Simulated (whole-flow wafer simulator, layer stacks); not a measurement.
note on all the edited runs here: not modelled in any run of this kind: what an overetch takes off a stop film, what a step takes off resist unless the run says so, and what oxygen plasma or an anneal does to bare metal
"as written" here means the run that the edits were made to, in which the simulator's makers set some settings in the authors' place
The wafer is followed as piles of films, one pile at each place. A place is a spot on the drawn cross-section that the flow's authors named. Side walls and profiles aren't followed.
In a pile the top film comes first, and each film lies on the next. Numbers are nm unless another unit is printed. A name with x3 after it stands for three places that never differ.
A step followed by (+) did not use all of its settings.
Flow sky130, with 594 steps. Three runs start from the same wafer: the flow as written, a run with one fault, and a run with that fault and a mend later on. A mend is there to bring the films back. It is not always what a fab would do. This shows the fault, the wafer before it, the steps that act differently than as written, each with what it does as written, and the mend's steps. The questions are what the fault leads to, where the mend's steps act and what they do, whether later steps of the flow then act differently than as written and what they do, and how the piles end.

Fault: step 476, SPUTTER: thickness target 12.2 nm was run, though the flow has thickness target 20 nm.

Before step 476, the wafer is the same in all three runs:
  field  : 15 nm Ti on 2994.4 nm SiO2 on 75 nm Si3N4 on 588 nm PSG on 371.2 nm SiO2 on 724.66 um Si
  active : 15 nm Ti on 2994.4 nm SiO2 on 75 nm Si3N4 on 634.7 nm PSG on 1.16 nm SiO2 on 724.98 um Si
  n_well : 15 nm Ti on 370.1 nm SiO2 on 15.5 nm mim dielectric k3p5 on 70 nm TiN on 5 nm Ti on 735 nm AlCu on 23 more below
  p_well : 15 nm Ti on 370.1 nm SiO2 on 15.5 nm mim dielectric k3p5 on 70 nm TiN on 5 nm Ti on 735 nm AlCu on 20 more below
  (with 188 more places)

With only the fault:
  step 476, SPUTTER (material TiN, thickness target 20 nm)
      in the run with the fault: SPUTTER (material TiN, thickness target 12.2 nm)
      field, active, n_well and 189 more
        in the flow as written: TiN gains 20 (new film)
        in the run with the fault: TiN gains 12.2 (new film)
  Steps later in the flow that act otherwise than as written (9 more steps, not shown, differ only slightly: by at most 2% or 0.5 nm, whichever is larger):
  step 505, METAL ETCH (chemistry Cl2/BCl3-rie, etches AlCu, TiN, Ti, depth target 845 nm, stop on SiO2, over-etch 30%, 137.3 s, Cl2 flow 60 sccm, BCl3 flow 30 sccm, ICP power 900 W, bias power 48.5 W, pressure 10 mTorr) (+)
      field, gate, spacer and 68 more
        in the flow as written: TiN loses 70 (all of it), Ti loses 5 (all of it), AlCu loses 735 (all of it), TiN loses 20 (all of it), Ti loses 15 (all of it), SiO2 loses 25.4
        in the run with the fault: TiN loses 70 (all of it), Ti loses 5 (all of it), AlCu loses 735 (all of it), TiN loses 12.2 (all of it), Ti loses 15 (all of it), SiO2 loses 26.1
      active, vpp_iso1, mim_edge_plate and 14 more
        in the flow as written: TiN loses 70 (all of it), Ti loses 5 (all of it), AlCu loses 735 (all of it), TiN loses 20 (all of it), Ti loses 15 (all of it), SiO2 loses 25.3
        in the run with the fault: TiN loses 70 (all of it), Ti loses 5 (all of it), AlCu loses 735 (all of it), TiN loses 12.2 (all of it), Ti loses 15 (all of it), SiO2 loses 26.1
  At n_well, p_well, gate_hv and 102 more, the piles at the end differ from the flow's by more than 2% or 0.5 nm, whichever is larger.
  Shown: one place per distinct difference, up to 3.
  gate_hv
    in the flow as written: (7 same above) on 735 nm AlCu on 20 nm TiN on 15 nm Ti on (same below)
    in the run with the fault: (7 same above) on 735 nm AlCu on 12.2 nm TiN on 15 nm Ti on (same below)
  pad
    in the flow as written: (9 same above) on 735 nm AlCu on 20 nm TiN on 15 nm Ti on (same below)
    in the run with the fault: (9 same above) on 735 nm AlCu on 12.2 nm TiN on 15 nm Ti on (same below)
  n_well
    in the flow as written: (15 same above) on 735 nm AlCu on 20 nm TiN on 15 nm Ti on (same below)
    in the run with the fault: (15 same above) on 735 nm AlCu on 12.2 nm TiN on 15 nm Ti on (same below)

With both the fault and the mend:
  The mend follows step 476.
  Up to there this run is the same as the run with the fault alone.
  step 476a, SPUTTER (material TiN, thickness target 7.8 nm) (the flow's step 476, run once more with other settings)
      field, active, n_well and 189 more
        TiN gains 7.8
  Every later step of the flow that is run acts as written at every place that is followed.
  At every place that both follow, the piles at the end match the flow's.
